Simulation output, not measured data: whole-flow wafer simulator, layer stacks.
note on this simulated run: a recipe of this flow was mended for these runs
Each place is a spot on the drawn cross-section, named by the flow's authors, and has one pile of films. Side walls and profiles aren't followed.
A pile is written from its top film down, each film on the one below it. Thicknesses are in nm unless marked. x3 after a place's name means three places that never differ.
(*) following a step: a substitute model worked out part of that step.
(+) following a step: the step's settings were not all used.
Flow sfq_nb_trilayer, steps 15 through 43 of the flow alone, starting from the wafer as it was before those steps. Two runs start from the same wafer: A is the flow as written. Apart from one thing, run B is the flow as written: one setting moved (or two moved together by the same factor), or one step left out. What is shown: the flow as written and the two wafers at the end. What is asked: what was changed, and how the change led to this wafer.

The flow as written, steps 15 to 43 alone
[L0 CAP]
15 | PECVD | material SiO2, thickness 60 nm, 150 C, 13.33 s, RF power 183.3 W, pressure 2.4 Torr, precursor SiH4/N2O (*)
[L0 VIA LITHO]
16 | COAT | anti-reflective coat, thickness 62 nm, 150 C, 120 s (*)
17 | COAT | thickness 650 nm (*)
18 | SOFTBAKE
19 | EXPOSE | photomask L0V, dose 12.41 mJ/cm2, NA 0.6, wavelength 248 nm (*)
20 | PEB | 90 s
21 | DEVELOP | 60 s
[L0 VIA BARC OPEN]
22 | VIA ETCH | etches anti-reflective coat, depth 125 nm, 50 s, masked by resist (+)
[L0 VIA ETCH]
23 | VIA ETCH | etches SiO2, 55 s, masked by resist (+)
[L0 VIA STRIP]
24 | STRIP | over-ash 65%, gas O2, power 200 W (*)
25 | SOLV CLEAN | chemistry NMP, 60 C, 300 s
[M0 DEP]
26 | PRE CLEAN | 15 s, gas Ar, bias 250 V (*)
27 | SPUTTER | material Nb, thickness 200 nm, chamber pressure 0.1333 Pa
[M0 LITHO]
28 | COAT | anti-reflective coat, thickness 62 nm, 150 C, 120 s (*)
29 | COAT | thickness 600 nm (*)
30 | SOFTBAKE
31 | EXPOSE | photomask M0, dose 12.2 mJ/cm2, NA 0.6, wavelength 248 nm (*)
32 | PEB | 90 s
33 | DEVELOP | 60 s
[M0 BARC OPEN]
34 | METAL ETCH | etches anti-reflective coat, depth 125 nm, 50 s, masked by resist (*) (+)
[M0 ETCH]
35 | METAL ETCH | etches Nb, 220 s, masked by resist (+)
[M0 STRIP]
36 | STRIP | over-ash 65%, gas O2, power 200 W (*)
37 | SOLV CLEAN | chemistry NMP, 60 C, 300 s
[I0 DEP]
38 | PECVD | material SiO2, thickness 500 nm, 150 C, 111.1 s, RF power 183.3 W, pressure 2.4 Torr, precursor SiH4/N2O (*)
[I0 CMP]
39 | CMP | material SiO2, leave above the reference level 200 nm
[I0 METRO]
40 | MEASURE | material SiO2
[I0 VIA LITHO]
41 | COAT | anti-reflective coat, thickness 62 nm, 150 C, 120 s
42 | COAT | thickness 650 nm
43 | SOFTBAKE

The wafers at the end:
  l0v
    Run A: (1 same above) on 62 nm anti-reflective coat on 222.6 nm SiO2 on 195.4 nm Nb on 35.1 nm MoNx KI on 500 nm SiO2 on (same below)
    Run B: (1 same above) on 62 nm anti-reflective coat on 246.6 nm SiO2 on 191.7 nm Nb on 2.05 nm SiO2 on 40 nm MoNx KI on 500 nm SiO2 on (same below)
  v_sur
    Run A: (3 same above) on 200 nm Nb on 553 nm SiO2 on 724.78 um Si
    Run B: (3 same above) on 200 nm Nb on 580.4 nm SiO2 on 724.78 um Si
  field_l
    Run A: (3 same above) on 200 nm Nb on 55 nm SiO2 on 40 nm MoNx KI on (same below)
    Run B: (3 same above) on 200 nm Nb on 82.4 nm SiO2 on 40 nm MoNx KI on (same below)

What caused this: step 15, PECVD: thickness 87.38 nm was run, though the flow has thickness 60 nm; step 15, PECVD: 19.42 s was run, where the flow has 13.33 s.

How this came from the change, step by step:
  15 | PECVD | material SiO2, thickness 60 nm, 150 C, 13.33 s, RF power 183.3 W, pressure 2.4 Torr, precursor SiH4/N2O (*)
      v_sur, via_wl, via_w and 97 more: A SiO2 gains 60 | B SiO2 gains 87.4
      field_l, l0_sur, l0v, l0r_line_l, l0r_line_c, l0r_line_r: A SiO2 gains 60 (new film) | B SiO2 gains 87.4 (new film)
  23 | VIA ETCH | etches SiO2, 55 s, masked by resist (+)
      l0v: A SiO2 loses 59.7 (all of it), MoNx KI loses 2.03 | B SiO2 loses 80
  26 | PRE CLEAN | 15 s, gas Ar, bias 250 V (*)
      l0v: A MoNx KI loses 2.91 | B SiO2 loses 5
  28 | COAT | anti-reflective coat, thickness 62 nm, 150 C, 120 s (*)
      ln_m6: A anti-reflective coat gains 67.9 (new film) | B anti-reflective coat gains 70.2 (new film)
      lsp_r: A anti-reflective coat gains 71.1 (new film) | B anti-reflective coat gains 73.1 (new film)
      (as well as at 2 more places)
  29 | COAT | thickness 600 nm (*)
      l0v: A KrF-resist-other-grade gains 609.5 (new film) | B KrF-resist-other-grade gains 623.6 (new film)
  36 | STRIP | over-ash 65%, gas O2, power 200 W (*)
      ln_m6: A KrF-resist-other-grade loses 369.9 (all of it), anti-reflective coat loses 67.9 (all of it) | B KrF-resist-other-grade loses 367.5 (all of it), anti-reflective coat loses 70.2 (all of it)
      lsp_r: A KrF-resist-other-grade loses 368.6 (all of it), anti-reflective coat loses 71.1 (all of it) | B KrF-resist-other-grade loses 365.3 (all of it), anti-reflective coat loses 73.1 (all of it)
      (as well as at 2 more places)
  39 | CMP | material SiO2, leave above the reference level 200 nm
      l0v: A SiO2 loses 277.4 | B SiO2 loses 253.4
Taking metal films that touch as one body, l0v has 2 bodies (between them, from the top down: SiO2 2.05); the flow as written gives 1 body.
